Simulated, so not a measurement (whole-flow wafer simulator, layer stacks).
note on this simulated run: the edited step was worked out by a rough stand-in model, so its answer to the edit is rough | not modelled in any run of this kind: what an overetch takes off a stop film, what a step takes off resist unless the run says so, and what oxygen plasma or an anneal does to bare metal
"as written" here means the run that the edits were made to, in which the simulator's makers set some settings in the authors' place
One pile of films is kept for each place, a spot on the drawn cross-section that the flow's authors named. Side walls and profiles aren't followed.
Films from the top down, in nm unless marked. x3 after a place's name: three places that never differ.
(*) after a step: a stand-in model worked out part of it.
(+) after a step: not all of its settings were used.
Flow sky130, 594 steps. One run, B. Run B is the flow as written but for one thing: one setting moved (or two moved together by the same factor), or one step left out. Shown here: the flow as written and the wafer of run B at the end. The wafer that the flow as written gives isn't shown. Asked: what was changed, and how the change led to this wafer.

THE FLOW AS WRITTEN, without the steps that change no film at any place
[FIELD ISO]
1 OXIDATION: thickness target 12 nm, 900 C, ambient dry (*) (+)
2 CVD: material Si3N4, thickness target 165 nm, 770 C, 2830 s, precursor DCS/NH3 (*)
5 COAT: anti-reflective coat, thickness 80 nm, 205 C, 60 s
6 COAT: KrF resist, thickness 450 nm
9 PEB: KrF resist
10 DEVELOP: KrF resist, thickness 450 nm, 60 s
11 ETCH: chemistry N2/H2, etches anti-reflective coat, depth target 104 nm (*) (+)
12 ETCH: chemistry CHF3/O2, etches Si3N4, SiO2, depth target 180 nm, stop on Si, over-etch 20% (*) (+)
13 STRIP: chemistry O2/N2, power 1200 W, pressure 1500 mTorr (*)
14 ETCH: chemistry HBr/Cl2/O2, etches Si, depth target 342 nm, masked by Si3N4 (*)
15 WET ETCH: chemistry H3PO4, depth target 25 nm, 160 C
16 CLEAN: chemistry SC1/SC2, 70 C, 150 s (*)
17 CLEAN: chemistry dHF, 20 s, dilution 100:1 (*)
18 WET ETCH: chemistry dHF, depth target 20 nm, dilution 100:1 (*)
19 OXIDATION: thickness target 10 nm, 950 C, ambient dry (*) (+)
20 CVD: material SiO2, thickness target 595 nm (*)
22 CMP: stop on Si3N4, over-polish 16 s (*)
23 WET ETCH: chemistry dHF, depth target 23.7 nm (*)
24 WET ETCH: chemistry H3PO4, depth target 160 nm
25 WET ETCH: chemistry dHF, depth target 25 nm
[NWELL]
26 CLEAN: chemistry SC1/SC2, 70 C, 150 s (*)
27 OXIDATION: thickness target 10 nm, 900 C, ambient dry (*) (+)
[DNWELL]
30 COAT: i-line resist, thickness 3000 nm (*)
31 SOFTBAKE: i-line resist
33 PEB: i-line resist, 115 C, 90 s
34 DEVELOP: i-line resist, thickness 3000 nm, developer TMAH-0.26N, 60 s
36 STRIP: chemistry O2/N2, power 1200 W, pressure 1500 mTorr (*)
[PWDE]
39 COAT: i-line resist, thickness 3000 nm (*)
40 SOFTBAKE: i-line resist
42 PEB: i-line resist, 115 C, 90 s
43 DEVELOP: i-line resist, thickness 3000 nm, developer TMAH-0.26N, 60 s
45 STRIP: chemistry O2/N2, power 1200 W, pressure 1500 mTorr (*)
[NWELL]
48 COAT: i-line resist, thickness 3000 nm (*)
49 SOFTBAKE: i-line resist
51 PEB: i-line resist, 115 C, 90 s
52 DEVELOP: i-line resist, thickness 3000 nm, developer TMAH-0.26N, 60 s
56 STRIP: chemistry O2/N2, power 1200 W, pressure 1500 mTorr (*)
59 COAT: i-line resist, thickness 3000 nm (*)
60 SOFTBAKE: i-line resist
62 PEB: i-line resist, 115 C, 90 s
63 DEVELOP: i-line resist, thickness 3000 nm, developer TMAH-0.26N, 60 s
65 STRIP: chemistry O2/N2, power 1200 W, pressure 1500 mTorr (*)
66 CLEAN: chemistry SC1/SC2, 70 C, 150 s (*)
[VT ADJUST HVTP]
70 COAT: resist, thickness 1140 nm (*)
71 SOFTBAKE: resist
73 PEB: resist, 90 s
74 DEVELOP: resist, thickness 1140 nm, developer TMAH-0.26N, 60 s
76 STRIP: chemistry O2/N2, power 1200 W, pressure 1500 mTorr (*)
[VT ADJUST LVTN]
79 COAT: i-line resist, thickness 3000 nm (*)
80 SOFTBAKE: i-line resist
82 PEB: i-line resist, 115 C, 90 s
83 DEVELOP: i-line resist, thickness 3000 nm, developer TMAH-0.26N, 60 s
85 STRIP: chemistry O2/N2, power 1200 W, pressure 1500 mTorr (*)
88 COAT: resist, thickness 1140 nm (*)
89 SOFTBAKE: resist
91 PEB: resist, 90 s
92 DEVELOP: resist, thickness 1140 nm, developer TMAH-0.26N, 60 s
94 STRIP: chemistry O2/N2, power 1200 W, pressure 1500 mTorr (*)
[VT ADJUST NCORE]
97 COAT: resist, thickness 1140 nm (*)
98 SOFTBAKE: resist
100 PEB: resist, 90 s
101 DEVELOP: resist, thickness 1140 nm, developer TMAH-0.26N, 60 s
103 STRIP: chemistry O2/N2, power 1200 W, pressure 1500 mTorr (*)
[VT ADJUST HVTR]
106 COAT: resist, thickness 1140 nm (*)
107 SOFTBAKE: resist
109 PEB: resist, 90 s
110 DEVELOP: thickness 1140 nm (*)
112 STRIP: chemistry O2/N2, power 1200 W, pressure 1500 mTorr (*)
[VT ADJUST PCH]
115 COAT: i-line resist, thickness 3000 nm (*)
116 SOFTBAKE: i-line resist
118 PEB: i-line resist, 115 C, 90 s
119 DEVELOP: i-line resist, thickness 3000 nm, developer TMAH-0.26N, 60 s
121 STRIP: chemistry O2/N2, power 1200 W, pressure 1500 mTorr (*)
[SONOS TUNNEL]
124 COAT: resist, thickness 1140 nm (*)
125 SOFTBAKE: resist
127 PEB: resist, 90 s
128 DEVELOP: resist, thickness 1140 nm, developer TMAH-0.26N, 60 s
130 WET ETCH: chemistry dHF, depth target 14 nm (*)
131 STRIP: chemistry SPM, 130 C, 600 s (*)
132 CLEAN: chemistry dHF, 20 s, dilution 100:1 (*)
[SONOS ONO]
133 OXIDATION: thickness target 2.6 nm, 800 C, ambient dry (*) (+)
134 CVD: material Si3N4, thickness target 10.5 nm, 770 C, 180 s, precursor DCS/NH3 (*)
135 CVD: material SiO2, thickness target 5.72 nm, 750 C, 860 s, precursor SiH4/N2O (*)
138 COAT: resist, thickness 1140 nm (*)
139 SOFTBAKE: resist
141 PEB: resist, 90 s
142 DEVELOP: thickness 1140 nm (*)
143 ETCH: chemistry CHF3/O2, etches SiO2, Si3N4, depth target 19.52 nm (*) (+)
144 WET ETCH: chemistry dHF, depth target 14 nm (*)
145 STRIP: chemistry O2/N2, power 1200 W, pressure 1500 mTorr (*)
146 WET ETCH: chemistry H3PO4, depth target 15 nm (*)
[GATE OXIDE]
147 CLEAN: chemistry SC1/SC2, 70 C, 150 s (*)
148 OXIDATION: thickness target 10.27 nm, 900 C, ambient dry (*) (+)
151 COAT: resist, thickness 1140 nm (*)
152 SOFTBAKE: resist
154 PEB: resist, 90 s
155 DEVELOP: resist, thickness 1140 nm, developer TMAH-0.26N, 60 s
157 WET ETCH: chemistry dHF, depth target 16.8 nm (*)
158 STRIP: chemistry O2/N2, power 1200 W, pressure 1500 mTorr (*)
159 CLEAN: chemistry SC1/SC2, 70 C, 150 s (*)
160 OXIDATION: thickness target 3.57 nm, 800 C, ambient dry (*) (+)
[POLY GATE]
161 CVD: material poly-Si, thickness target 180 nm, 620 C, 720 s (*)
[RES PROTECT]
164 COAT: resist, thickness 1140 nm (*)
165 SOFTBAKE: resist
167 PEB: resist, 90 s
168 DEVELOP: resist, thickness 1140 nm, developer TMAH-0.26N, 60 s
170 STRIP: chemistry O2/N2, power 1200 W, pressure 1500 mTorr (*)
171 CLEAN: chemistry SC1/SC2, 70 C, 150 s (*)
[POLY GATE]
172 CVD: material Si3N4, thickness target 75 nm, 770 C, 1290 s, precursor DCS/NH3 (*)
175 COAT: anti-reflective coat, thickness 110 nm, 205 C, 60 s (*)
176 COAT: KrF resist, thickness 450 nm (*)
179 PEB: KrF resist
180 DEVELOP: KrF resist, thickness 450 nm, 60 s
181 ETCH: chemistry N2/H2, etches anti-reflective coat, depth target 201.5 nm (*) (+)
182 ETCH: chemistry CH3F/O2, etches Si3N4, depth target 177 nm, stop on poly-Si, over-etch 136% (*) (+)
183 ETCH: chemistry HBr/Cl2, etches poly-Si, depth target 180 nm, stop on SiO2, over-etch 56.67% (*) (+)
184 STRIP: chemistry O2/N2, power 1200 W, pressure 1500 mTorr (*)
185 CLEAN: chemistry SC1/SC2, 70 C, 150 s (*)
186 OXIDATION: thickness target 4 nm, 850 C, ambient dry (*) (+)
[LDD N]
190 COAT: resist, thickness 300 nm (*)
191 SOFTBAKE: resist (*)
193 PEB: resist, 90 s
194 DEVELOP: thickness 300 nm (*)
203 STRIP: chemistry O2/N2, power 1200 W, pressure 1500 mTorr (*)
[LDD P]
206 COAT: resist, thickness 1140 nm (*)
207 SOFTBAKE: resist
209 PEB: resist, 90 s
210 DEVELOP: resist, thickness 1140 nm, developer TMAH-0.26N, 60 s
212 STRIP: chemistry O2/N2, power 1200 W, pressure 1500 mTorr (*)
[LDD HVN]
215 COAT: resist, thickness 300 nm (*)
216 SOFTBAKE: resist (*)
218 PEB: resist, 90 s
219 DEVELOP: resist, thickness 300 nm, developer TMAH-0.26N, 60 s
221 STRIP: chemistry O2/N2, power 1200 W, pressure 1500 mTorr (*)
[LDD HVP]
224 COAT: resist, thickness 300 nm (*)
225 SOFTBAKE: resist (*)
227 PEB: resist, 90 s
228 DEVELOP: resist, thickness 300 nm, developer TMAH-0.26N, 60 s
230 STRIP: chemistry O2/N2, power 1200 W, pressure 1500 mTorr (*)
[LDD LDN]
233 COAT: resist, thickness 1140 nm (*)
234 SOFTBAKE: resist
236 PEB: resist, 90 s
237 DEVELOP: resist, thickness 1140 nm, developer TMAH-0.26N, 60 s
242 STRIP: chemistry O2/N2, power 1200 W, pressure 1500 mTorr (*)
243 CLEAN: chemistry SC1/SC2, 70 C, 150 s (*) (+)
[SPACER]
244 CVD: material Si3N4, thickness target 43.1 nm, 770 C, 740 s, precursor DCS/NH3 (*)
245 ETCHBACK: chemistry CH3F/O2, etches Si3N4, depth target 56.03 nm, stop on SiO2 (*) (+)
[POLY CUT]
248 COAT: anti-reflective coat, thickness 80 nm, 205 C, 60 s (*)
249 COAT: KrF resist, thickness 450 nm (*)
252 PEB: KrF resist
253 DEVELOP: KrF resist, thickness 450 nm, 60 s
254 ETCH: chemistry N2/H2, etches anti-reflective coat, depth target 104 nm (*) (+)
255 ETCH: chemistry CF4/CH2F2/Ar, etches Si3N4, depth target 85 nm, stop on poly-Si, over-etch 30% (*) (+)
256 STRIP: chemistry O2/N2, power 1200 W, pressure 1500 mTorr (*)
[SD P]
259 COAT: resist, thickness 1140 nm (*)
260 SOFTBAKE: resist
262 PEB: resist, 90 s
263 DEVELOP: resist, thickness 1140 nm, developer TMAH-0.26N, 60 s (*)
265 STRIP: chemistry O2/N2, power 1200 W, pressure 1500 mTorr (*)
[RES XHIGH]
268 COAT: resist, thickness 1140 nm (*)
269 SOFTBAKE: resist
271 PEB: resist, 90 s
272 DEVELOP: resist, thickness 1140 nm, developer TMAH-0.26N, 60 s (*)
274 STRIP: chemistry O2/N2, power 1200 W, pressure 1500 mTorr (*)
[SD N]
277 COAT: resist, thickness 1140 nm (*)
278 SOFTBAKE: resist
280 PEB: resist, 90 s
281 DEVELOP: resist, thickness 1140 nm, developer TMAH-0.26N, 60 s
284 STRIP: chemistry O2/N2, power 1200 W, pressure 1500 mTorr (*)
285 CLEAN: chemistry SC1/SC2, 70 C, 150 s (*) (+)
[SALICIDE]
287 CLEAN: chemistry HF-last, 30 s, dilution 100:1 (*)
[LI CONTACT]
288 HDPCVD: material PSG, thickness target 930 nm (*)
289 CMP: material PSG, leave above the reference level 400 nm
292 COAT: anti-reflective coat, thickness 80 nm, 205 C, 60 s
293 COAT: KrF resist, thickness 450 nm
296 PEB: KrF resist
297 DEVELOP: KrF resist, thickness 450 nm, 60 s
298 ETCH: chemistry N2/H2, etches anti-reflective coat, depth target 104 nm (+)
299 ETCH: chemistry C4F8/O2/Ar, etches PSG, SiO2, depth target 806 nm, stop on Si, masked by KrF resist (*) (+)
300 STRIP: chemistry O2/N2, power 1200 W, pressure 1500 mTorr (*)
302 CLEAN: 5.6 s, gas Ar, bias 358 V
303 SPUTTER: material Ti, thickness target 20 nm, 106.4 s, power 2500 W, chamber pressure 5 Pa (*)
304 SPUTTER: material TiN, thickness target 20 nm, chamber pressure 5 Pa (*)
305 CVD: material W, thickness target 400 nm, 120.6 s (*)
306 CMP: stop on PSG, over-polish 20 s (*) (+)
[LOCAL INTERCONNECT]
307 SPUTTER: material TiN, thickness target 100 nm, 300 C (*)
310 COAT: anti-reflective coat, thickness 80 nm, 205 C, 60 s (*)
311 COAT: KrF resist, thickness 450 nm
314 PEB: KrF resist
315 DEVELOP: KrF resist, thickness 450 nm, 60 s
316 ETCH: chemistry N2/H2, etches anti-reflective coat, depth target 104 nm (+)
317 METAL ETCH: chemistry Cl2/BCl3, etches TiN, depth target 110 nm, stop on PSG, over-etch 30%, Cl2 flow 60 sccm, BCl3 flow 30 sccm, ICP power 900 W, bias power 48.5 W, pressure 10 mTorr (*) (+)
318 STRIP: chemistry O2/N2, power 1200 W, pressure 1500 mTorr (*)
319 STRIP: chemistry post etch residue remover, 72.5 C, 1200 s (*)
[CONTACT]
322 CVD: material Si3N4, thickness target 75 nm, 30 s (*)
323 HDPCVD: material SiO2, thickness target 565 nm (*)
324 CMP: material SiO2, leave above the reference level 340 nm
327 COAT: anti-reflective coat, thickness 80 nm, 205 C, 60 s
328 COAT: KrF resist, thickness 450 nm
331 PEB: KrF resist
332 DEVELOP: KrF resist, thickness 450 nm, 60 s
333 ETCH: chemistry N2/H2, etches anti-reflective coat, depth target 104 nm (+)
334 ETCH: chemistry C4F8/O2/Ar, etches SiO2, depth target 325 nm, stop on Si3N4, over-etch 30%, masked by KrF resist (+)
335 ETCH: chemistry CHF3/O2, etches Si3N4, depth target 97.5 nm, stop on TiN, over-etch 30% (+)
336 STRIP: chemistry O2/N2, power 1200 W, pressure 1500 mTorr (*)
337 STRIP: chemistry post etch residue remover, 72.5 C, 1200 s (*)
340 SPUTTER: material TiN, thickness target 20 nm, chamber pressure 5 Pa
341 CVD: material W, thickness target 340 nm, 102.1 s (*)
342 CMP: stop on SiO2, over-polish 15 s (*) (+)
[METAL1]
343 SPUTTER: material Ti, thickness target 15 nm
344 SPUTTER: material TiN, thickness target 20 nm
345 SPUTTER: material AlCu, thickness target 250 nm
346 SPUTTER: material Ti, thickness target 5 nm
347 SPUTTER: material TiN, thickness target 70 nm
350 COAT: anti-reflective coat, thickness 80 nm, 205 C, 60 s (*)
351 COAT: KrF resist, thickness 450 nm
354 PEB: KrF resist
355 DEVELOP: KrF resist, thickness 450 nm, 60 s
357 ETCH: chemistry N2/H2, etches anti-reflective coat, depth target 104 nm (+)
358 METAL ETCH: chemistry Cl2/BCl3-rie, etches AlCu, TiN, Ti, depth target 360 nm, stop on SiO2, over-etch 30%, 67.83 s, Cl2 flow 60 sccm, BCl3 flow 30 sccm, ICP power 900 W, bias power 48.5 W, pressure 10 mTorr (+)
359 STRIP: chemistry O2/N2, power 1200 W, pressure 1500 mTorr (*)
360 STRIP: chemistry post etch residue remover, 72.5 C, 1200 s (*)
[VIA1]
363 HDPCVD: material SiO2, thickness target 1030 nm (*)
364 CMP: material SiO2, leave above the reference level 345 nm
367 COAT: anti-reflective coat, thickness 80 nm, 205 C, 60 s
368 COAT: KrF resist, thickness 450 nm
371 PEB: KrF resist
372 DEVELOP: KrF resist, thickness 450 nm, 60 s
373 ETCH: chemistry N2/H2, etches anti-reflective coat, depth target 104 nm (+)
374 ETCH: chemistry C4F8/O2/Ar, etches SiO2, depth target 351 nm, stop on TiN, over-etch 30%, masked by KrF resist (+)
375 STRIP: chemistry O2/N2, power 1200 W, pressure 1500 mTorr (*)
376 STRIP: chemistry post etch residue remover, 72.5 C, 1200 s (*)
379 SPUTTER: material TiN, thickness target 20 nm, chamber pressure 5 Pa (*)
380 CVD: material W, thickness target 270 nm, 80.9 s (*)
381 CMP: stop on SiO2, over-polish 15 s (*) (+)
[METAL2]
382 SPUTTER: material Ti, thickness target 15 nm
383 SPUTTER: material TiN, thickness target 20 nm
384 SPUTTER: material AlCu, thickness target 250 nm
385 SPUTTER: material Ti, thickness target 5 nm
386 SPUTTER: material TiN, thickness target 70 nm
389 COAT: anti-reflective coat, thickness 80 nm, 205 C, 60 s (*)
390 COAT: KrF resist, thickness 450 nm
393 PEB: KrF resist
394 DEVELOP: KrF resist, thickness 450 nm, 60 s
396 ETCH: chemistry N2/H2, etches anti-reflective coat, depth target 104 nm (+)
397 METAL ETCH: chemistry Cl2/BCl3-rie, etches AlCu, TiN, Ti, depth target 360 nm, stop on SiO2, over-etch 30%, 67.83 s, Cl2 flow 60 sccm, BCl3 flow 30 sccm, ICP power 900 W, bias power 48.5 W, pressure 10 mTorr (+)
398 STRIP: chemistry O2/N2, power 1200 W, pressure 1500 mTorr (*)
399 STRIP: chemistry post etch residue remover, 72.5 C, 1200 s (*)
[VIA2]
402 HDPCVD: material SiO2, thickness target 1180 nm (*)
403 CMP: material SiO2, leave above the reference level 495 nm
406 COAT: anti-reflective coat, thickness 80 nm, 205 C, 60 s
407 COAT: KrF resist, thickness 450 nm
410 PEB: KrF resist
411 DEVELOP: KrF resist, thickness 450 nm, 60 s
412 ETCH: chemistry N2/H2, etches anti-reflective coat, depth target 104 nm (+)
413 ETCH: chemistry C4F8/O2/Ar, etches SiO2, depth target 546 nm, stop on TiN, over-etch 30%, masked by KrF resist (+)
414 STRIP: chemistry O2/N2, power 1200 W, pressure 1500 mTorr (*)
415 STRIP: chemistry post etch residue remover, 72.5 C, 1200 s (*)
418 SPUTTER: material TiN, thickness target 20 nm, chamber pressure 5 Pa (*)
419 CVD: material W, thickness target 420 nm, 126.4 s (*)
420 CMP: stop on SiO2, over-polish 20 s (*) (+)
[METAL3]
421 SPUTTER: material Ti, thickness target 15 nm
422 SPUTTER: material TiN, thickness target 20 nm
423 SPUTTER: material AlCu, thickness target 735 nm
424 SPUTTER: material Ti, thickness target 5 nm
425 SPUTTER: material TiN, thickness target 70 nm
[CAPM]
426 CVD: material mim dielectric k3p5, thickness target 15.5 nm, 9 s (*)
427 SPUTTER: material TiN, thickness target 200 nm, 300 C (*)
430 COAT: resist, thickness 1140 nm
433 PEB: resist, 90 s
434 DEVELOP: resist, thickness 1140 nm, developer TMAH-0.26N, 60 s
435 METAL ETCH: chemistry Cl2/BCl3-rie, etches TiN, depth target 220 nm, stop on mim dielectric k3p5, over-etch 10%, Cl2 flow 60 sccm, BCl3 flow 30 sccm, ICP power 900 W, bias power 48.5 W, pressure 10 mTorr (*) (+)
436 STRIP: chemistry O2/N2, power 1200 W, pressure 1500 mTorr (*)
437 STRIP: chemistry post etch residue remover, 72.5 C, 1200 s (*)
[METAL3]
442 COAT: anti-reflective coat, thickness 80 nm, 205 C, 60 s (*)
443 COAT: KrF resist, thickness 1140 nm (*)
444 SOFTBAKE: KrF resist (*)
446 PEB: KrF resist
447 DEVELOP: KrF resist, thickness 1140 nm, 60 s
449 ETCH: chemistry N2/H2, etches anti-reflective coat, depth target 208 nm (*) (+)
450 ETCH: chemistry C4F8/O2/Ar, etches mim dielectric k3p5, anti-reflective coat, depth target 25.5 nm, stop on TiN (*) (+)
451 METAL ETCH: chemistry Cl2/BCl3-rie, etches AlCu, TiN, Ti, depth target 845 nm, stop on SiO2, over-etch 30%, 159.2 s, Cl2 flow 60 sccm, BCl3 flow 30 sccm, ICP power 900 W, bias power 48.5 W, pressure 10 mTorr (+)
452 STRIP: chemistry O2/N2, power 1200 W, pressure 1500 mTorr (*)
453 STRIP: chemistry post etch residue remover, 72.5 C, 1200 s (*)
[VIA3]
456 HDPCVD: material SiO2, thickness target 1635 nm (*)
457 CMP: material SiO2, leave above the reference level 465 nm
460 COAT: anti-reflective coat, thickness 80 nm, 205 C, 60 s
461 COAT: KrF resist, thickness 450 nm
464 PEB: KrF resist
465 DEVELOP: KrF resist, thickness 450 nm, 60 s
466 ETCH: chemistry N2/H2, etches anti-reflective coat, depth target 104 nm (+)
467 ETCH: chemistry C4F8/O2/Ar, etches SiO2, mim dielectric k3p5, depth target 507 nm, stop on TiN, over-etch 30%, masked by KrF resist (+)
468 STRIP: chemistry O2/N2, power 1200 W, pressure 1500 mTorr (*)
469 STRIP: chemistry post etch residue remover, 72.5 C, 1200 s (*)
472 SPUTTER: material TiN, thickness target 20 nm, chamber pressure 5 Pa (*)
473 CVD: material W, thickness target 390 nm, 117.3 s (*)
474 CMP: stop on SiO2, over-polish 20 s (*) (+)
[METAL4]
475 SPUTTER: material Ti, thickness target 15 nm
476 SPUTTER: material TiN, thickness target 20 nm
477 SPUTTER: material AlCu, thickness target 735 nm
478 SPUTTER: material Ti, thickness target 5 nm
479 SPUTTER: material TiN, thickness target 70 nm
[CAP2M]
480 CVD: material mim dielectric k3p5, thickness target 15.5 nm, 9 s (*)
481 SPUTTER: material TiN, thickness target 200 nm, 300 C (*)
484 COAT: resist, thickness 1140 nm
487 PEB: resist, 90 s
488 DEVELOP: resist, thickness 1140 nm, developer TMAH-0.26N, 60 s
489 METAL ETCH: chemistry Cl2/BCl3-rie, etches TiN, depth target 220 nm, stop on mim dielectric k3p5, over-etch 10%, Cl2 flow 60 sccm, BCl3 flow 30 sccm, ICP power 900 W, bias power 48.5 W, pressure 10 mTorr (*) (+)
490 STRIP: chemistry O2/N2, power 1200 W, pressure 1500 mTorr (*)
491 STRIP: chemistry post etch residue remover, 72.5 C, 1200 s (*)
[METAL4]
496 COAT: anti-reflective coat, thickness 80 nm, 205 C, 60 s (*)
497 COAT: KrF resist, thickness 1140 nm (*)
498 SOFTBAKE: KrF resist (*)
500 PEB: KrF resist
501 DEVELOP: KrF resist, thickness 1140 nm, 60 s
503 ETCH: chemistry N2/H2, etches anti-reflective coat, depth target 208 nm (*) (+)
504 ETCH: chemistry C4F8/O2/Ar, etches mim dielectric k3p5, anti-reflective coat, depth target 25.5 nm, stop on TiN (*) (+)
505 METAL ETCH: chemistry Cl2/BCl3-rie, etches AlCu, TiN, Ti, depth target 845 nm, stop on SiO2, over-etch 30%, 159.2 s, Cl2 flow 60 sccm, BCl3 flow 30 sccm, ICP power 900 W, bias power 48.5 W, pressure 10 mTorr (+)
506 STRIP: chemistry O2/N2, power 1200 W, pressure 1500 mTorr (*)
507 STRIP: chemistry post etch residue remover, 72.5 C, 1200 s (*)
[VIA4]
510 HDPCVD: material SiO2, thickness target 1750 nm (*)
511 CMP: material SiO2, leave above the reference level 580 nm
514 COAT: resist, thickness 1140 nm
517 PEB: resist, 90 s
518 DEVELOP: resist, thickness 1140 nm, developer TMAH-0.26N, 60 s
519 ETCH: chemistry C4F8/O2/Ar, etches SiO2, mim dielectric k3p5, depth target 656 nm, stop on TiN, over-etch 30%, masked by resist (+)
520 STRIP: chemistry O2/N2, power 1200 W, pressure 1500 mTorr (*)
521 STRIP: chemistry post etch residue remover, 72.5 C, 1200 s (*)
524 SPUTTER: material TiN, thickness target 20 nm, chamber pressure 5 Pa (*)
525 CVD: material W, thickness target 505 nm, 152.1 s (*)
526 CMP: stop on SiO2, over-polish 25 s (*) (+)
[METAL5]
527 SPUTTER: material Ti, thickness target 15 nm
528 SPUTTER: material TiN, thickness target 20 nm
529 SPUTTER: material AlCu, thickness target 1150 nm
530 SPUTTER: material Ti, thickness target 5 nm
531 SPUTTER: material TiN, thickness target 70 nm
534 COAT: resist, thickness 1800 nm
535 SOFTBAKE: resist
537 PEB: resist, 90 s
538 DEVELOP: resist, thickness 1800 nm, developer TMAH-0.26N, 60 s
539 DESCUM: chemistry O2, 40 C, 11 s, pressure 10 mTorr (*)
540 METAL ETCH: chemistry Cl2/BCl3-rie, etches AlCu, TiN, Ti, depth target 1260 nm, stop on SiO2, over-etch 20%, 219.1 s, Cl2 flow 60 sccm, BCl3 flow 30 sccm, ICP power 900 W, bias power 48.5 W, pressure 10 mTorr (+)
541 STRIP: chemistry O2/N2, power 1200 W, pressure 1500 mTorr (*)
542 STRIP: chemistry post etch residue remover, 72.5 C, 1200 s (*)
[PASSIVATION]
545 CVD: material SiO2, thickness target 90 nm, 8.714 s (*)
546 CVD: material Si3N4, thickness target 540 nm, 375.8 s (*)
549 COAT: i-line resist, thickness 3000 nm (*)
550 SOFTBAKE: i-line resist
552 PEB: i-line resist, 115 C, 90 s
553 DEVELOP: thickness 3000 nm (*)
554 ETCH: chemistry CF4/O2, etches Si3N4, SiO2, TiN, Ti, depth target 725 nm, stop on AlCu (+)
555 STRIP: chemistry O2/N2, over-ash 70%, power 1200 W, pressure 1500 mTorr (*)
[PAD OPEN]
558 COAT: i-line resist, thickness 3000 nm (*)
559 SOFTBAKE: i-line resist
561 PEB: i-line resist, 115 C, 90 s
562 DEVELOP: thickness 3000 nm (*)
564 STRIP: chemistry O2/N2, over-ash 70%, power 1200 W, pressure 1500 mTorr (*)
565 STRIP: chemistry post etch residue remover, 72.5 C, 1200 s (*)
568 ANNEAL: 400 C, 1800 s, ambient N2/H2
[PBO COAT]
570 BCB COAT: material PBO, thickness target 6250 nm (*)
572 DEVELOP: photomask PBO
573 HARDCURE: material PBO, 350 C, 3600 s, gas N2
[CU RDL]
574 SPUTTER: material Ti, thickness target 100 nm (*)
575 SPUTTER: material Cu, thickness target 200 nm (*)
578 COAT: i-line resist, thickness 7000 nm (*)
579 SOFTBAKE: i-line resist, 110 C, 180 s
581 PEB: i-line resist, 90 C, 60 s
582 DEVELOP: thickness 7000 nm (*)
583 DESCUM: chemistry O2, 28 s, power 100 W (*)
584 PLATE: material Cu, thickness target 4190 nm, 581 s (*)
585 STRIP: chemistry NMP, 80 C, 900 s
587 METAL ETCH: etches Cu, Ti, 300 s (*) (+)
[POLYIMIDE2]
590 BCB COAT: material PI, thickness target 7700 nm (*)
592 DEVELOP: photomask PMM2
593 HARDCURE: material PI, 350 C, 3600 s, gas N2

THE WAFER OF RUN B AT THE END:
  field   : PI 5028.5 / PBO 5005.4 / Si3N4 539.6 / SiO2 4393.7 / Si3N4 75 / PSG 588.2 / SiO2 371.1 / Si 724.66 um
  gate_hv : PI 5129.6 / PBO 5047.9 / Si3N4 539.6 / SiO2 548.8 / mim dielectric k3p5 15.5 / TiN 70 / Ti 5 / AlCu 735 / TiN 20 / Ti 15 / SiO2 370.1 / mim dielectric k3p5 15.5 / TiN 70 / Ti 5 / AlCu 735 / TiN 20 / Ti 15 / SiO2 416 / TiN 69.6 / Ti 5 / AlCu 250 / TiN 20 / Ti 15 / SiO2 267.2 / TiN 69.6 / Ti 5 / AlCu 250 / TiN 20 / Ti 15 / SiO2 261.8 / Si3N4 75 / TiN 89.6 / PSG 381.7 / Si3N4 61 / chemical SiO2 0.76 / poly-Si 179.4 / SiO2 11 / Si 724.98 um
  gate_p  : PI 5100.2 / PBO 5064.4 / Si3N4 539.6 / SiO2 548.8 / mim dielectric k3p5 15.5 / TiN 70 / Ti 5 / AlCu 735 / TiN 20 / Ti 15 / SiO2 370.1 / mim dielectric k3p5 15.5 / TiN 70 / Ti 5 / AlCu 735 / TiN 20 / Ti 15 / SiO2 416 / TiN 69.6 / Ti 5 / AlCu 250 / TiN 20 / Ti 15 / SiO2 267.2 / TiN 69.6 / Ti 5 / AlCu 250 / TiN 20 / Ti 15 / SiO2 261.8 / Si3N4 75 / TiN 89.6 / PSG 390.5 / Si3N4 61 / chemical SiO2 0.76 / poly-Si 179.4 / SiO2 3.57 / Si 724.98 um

The cause: step 307, SPUTTER: thickness target 90 nm was run, where the flow has thickness target 100 nm.

How the change led to this, step by step:
  307 SPUTTER: material TiN, thickness target 100 nm, 300 C (*)
      field, active, n_well and 188 more: TiN +90 (new film) (as written it would be: TiN +100 (new film))
  317 METAL ETCH: chemistry Cl2/BCl3, etches TiN, depth target 110 nm, stop on PSG, over-etch 30%, Cl2 flow 60 sccm, BCl3 flow 30 sccm, ICP power 900 W, bias power 48.5 W, pressure 10 mTorr (*) (+)
      field, active, gate and 88 more: TiN -88.7 (all of it) (as written it would be: TiN -98.7 (all of it))
  324 CMP: material SiO2, leave above the reference level 340 nm
      field, active, gate and 88 more: SiO2 -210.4 (as written it would be: SiO2 -200.4)
